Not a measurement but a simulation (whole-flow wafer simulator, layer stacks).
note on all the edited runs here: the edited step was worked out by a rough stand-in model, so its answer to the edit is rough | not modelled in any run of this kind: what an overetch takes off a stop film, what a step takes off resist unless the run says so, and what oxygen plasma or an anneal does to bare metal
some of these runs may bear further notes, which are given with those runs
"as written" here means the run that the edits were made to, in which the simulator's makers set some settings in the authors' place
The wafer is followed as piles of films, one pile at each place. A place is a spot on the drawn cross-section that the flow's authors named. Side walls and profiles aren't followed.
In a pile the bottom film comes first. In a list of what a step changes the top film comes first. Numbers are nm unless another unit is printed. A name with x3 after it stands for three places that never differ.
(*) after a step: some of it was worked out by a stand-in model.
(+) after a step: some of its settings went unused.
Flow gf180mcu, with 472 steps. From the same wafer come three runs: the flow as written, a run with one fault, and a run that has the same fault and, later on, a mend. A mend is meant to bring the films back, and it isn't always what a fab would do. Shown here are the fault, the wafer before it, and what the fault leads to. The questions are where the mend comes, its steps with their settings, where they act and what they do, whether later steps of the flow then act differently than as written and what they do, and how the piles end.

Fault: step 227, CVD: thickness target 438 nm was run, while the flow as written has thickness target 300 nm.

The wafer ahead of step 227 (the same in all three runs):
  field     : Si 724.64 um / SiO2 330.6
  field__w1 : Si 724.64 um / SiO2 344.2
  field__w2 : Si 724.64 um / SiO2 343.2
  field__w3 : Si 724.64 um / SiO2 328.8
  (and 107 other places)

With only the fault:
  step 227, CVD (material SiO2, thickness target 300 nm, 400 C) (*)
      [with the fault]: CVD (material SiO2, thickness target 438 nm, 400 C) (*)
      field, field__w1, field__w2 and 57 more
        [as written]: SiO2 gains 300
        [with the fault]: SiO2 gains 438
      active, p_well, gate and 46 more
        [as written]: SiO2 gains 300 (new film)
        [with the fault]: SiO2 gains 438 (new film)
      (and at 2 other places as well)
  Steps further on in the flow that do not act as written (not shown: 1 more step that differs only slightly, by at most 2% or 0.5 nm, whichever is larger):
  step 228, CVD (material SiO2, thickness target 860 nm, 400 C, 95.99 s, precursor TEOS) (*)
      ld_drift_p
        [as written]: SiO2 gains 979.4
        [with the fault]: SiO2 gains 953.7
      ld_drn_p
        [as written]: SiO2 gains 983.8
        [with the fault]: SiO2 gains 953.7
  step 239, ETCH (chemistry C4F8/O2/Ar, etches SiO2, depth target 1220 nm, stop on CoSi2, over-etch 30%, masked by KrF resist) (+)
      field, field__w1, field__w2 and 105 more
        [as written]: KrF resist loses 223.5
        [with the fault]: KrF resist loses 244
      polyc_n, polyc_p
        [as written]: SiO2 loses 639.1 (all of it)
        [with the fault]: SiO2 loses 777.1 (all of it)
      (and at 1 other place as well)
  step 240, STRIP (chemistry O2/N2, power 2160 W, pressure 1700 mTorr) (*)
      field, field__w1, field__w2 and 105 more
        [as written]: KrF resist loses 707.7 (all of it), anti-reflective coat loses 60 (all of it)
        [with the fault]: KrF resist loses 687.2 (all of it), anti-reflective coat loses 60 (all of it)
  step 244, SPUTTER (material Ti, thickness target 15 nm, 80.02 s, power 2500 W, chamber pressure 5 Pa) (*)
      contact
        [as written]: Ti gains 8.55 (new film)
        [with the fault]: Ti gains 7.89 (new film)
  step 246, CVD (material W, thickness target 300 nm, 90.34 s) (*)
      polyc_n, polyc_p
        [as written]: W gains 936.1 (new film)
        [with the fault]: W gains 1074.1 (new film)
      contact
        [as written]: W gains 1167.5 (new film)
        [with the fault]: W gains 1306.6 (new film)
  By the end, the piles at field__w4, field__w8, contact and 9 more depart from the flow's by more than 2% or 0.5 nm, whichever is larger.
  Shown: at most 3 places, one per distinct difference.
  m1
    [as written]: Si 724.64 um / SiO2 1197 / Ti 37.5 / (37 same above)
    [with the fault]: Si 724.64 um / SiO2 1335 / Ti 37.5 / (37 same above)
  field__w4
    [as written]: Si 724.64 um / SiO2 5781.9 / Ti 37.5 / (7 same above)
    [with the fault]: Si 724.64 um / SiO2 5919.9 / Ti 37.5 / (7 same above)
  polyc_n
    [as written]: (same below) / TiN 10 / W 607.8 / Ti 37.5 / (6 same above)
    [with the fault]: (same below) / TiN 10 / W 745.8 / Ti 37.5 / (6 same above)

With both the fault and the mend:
  The mend stands after step 227.
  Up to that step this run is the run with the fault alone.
  step 227a, WET ETCH (chemistry dHF, depth target 138 nm, 25 C, dilution 100:1) (*) (the flow's step 17, run once more with other settings)
      field, field__w1, field__w2 and 108 more
        SiO2 loses 138
  Steps further on in the flow that do not act as written:
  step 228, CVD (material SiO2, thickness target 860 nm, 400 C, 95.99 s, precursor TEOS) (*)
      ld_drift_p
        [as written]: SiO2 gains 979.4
        [with the mend]: SiO2 gains 953.7
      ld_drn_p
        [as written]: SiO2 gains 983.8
        [with the mend]: SiO2 gains 953.7
  At every place that both follow, the piles at the end match the flow's.
